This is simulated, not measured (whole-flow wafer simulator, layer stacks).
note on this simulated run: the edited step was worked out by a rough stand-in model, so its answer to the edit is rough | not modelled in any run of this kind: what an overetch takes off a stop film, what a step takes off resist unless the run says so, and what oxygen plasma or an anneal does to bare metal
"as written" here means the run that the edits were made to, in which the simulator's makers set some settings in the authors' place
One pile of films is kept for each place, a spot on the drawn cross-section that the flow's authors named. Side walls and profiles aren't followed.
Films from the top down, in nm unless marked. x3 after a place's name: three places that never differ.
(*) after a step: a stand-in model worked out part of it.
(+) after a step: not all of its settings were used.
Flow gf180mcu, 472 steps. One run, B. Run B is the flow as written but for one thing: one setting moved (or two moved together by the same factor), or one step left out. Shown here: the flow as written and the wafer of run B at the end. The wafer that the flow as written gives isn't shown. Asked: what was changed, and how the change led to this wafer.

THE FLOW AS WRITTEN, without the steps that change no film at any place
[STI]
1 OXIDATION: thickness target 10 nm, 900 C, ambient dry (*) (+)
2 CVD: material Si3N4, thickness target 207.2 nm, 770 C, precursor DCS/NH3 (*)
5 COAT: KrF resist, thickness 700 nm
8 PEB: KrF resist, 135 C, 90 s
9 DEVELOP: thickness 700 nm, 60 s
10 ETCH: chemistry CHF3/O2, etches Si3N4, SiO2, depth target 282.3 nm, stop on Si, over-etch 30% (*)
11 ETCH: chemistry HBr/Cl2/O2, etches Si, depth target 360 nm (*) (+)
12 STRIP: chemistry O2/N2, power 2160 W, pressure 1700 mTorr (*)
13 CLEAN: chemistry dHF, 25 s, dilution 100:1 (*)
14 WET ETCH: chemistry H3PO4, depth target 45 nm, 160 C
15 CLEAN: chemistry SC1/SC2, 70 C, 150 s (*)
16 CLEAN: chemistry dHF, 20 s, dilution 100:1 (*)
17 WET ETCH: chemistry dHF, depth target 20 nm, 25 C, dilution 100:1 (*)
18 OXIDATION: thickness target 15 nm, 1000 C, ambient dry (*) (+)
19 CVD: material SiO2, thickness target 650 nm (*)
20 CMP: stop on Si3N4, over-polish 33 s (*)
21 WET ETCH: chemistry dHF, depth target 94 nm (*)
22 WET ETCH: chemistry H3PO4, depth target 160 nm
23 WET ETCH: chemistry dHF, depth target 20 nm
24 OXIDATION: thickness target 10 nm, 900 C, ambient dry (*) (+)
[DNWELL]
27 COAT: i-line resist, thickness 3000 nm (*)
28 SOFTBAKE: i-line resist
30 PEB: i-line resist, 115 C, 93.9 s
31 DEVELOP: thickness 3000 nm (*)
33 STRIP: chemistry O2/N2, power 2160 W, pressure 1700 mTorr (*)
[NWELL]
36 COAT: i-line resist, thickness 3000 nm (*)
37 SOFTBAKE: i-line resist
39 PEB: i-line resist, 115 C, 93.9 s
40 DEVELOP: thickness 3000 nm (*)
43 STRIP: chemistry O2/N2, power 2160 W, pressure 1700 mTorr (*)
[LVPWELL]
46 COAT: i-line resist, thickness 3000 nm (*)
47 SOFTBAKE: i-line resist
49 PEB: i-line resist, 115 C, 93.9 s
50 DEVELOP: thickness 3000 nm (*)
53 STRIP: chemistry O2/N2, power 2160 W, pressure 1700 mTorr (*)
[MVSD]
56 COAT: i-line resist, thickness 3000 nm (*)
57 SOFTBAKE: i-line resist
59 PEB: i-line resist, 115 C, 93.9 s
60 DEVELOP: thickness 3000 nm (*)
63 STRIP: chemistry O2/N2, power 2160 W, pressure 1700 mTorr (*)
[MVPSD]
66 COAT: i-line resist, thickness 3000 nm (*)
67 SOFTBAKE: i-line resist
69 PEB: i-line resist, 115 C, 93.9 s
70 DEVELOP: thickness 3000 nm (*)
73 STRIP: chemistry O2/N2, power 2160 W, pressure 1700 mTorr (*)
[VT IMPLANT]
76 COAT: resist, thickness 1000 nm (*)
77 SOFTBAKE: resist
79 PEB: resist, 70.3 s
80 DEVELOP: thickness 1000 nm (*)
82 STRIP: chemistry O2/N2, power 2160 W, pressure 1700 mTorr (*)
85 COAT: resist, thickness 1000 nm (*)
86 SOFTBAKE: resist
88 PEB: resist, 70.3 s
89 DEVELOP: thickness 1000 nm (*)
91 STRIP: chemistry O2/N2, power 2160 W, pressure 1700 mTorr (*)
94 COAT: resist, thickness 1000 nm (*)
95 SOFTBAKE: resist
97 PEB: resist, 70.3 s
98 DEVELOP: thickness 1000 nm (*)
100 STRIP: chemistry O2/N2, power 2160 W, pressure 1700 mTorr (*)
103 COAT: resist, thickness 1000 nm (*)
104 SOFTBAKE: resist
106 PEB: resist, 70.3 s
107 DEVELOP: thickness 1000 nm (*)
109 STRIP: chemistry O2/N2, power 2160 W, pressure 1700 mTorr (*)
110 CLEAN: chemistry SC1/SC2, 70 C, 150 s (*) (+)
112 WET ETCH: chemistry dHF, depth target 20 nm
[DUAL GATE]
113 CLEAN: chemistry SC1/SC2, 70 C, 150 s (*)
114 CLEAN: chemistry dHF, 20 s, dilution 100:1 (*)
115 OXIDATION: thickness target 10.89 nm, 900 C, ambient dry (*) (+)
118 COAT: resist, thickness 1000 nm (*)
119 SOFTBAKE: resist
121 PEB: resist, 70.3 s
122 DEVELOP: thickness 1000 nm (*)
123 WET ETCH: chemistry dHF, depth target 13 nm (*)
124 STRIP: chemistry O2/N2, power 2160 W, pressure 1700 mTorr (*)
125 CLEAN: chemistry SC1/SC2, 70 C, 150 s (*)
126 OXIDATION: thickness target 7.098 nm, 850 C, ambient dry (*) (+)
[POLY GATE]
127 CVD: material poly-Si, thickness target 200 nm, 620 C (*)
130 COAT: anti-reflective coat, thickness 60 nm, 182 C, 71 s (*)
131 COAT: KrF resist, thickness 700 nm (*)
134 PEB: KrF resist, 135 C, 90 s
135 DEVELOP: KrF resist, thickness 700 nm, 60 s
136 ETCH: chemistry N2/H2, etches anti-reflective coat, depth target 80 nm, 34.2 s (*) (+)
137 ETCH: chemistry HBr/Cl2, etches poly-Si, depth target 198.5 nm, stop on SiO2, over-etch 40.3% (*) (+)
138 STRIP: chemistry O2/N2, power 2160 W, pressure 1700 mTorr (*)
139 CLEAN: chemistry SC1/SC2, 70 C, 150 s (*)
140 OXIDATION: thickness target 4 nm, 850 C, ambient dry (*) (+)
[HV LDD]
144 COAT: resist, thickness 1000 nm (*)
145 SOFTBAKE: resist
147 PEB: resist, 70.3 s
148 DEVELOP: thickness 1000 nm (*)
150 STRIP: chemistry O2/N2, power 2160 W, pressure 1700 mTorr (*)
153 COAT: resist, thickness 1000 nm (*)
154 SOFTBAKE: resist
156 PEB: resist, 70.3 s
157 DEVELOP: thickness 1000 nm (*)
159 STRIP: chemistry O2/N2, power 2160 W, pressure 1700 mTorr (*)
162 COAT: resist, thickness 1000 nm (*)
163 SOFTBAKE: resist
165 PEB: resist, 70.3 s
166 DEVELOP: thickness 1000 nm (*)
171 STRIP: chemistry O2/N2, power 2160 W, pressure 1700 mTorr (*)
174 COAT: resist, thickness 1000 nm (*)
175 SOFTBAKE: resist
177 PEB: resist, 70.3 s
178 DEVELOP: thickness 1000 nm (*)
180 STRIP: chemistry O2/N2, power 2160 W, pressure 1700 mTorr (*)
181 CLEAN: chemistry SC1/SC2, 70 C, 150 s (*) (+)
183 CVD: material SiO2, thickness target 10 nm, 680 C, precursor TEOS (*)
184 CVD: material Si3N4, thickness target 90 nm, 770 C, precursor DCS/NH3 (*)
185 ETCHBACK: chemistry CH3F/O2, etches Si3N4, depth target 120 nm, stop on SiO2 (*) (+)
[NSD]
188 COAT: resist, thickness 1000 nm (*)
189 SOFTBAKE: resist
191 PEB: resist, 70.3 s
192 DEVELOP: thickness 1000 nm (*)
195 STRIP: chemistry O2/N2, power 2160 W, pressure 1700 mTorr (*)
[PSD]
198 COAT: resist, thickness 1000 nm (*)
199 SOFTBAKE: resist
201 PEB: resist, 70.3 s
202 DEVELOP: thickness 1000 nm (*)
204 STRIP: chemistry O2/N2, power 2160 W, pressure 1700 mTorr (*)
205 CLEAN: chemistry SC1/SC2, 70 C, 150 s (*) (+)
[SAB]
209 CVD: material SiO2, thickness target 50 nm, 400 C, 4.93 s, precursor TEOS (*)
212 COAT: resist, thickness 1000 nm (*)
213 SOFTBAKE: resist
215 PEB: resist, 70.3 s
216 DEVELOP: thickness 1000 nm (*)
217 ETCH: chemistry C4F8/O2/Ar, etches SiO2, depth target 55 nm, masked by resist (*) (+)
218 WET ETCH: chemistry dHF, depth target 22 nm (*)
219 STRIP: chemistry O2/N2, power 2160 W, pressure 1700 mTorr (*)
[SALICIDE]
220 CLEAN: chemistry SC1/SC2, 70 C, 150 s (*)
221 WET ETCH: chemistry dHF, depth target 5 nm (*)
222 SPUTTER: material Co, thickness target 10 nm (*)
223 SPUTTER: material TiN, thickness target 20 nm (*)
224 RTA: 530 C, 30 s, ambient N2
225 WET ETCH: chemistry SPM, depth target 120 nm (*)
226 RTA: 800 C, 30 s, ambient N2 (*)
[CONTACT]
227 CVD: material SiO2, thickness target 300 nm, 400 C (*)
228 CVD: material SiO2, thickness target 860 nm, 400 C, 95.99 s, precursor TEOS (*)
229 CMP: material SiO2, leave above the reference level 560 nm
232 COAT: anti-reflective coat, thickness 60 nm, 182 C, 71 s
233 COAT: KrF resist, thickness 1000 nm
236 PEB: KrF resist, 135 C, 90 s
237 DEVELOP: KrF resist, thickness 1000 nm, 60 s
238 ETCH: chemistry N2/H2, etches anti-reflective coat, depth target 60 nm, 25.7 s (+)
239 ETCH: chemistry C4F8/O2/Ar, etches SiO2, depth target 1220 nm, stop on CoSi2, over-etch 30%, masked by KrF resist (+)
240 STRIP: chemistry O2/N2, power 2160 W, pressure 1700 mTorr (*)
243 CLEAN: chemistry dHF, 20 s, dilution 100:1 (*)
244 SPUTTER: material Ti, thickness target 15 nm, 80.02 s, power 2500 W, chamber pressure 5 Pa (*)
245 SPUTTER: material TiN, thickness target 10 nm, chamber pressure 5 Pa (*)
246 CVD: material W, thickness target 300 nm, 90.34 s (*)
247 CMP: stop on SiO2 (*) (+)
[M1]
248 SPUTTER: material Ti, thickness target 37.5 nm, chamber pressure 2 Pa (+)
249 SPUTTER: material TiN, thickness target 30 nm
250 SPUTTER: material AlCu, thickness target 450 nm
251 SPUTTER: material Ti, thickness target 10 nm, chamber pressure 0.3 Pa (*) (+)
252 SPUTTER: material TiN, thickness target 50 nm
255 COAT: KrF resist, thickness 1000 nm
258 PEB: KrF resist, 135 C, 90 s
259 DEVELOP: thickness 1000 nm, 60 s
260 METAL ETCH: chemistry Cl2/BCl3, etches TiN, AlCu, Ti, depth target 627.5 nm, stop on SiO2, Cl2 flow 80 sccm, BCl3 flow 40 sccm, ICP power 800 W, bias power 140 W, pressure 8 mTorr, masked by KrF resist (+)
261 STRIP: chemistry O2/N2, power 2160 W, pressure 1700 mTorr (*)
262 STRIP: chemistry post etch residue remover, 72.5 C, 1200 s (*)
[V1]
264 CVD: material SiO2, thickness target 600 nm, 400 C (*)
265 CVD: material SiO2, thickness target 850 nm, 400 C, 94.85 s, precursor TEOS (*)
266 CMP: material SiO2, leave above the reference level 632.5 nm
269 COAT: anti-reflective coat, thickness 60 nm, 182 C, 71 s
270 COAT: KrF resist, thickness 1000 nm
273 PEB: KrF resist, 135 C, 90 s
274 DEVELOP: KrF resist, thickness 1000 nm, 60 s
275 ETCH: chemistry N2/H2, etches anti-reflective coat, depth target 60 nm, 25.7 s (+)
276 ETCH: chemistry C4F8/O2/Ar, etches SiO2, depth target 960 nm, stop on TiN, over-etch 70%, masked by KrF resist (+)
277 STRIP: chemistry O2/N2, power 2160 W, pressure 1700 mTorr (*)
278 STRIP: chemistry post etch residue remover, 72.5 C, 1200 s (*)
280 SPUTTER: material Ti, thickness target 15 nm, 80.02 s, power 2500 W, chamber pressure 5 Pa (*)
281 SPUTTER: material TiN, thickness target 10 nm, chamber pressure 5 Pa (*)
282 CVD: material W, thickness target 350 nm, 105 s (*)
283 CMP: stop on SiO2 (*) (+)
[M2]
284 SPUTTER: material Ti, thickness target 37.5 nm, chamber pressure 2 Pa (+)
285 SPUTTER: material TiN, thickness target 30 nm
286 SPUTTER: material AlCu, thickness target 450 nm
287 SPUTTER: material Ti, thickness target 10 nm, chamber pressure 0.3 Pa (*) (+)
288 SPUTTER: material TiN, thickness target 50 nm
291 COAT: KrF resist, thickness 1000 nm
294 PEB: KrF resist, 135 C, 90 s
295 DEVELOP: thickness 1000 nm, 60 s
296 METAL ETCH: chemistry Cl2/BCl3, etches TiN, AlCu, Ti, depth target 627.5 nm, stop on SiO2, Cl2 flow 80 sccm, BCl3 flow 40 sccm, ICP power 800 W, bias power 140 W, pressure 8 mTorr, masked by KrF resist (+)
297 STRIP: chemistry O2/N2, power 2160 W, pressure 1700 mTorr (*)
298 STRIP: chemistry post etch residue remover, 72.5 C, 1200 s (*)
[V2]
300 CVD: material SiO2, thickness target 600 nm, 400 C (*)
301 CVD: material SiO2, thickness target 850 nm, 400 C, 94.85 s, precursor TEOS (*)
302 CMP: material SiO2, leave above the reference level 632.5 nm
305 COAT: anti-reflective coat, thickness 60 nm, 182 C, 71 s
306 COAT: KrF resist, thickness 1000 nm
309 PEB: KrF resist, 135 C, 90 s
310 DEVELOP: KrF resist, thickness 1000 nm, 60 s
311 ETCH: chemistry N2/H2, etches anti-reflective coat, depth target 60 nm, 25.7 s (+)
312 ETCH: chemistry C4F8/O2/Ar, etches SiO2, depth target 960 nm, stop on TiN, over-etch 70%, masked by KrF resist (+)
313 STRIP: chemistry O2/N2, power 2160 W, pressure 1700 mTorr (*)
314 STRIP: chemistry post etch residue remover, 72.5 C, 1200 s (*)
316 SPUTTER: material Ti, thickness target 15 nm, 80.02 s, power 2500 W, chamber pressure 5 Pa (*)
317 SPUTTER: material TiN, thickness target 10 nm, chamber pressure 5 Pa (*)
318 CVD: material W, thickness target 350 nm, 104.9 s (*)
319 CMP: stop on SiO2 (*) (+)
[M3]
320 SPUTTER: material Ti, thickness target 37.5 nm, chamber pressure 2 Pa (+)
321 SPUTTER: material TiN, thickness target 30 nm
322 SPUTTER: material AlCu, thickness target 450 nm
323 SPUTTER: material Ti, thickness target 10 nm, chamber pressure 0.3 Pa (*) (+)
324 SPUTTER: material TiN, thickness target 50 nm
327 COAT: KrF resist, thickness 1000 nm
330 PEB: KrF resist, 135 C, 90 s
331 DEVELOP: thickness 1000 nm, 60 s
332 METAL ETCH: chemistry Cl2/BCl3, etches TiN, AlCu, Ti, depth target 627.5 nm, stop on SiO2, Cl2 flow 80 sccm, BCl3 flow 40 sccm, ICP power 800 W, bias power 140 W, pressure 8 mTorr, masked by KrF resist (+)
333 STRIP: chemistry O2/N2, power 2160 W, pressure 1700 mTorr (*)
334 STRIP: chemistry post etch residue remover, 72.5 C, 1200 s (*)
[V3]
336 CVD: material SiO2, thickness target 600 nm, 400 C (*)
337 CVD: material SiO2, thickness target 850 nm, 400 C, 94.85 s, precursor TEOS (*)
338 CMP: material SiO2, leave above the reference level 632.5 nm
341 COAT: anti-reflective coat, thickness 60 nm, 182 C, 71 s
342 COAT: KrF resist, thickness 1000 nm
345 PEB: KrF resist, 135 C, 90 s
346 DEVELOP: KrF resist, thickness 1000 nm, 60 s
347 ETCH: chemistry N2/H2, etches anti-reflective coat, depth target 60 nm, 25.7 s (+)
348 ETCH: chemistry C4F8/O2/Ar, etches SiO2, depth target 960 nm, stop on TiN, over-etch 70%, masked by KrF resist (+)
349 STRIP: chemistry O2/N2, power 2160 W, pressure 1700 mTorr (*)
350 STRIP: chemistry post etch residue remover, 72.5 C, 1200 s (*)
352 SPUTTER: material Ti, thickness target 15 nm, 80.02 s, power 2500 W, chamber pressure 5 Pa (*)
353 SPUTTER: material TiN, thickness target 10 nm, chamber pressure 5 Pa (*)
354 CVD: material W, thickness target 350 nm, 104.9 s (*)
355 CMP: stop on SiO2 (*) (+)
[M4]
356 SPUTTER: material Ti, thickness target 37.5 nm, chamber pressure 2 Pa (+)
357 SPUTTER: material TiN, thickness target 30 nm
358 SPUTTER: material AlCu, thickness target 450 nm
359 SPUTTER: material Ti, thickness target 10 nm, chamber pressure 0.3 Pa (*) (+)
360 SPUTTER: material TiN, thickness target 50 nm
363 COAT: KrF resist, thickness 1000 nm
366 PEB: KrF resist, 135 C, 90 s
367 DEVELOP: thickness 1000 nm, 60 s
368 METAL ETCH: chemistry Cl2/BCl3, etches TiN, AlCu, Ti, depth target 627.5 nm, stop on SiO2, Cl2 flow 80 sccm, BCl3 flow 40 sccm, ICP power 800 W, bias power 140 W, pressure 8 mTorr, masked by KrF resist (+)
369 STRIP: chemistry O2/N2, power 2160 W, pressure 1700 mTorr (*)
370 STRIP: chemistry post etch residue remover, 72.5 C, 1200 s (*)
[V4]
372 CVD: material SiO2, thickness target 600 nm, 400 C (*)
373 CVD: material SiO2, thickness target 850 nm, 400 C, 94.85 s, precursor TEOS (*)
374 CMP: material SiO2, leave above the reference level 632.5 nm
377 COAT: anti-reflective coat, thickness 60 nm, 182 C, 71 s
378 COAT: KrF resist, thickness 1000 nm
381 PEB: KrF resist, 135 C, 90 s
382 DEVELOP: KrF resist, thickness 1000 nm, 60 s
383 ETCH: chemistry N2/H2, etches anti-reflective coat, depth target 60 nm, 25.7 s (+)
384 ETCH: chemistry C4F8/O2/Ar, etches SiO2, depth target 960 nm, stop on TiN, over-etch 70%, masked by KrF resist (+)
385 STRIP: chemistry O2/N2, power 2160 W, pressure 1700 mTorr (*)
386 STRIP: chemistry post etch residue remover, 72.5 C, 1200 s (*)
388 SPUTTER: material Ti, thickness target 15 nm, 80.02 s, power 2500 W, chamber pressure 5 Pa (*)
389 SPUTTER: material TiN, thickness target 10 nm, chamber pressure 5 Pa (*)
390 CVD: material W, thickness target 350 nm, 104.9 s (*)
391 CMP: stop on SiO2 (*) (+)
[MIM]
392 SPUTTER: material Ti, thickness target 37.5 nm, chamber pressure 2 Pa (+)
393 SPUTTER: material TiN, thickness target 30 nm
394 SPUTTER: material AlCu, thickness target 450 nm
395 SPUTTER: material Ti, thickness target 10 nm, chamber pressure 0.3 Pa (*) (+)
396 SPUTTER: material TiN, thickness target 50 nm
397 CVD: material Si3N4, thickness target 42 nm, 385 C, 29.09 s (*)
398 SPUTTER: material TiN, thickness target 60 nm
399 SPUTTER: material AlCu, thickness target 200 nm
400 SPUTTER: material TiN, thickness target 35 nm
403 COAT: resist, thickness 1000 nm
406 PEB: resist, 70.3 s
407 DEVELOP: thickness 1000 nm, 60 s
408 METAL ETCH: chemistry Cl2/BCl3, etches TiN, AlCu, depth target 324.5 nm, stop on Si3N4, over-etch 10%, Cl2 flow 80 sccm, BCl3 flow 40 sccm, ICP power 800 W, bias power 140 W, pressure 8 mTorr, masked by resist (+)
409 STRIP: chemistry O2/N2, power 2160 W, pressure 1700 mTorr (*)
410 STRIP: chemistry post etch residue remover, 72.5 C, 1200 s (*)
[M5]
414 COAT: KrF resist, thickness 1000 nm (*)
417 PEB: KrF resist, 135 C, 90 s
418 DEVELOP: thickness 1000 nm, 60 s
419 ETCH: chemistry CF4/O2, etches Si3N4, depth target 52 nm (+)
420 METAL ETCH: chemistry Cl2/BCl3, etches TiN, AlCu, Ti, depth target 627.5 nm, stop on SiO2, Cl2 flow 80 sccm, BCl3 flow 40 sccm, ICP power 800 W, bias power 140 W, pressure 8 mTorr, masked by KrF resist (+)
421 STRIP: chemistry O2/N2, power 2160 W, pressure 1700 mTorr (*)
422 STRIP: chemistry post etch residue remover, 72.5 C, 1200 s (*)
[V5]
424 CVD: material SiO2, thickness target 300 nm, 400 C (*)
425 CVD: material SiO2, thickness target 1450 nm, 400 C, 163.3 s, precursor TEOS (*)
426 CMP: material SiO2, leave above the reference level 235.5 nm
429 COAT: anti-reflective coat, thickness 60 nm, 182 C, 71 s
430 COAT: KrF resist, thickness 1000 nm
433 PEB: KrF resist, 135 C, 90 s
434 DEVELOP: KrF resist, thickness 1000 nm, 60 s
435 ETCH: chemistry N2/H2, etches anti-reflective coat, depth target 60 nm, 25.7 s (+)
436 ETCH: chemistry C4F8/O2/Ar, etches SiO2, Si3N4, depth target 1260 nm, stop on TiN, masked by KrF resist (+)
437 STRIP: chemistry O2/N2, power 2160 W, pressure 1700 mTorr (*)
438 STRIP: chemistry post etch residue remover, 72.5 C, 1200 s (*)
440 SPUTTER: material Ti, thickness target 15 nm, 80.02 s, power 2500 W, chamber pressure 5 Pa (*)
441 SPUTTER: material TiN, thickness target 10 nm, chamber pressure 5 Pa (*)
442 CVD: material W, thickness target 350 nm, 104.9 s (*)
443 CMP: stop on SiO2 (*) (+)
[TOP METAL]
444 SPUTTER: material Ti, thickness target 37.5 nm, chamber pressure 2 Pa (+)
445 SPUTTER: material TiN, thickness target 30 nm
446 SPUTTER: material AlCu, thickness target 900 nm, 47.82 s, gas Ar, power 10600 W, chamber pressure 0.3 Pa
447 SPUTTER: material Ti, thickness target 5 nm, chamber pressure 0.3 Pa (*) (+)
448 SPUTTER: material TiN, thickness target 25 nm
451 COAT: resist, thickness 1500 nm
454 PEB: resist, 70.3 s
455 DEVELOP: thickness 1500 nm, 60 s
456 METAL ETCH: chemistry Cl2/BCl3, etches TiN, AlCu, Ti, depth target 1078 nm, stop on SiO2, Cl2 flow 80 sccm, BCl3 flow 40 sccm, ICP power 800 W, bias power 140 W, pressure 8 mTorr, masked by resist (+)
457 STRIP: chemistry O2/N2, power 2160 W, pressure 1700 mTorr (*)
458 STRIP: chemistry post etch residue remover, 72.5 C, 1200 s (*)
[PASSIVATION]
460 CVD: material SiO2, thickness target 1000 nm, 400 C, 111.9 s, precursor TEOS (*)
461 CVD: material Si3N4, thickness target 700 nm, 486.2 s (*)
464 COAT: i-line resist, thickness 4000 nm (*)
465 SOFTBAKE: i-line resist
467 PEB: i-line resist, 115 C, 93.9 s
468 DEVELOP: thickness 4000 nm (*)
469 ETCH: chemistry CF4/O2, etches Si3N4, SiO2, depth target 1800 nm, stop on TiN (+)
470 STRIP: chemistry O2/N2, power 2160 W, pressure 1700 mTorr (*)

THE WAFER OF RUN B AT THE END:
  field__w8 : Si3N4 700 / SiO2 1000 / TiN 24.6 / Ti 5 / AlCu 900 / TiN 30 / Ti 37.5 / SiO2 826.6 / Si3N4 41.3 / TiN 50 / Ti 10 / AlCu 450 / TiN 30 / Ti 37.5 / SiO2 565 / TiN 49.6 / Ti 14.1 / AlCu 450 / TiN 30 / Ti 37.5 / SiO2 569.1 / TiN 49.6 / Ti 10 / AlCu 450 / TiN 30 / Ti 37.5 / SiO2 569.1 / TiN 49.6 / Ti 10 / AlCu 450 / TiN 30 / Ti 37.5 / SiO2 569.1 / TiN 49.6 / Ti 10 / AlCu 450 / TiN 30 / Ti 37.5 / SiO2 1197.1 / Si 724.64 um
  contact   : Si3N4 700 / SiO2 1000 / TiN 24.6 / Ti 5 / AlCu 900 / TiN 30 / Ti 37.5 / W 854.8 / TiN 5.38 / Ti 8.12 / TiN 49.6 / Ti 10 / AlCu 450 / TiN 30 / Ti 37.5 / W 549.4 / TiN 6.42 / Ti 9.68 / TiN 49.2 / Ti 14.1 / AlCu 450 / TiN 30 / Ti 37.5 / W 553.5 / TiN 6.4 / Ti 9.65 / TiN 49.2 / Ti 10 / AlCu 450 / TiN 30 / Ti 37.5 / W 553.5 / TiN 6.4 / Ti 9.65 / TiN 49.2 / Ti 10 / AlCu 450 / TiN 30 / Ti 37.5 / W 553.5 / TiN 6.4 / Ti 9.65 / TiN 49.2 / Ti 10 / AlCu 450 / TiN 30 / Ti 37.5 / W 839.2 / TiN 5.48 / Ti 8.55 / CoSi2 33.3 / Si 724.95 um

The cause: step 359, SPUTTER: thickness target 14.1 nm was run, where the flow has thickness target 10 nm.
It can be read off the wafer: field__w8 has Ti 14.1, and step 359 as written asks for 10 nm.

How the change led to this, step by step:
  359 SPUTTER: material Ti, thickness target 10 nm, chamber pressure 0.3 Pa (*) (+)
      field, field__w1, field__w2 and 108 more: Ti +14.1 (new film) (as written it would be: Ti +10 (new film))
  368 METAL ETCH: chemistry Cl2/BCl3, etches TiN, AlCu, Ti, depth target 627.5 nm, stop on SiO2, Cl2 flow 80 sccm, BCl3 flow 40 sccm, ICP power 800 W, bias power 140 W, pressure 8 mTorr, masked by KrF resist (+)
      field, field__w1, field__w2 and 103 more: TiN -50 (all of it), Ti -14.1 (all of it), AlCu -450 (all of it), TiN -30 (all of it), Ti -37.5 (all of it) (as written it would be: TiN -50 (all of it), Ti -10 (all of it), AlCu -450 (all of it), TiN -30 (all of it), Ti -37.5 (all of it))
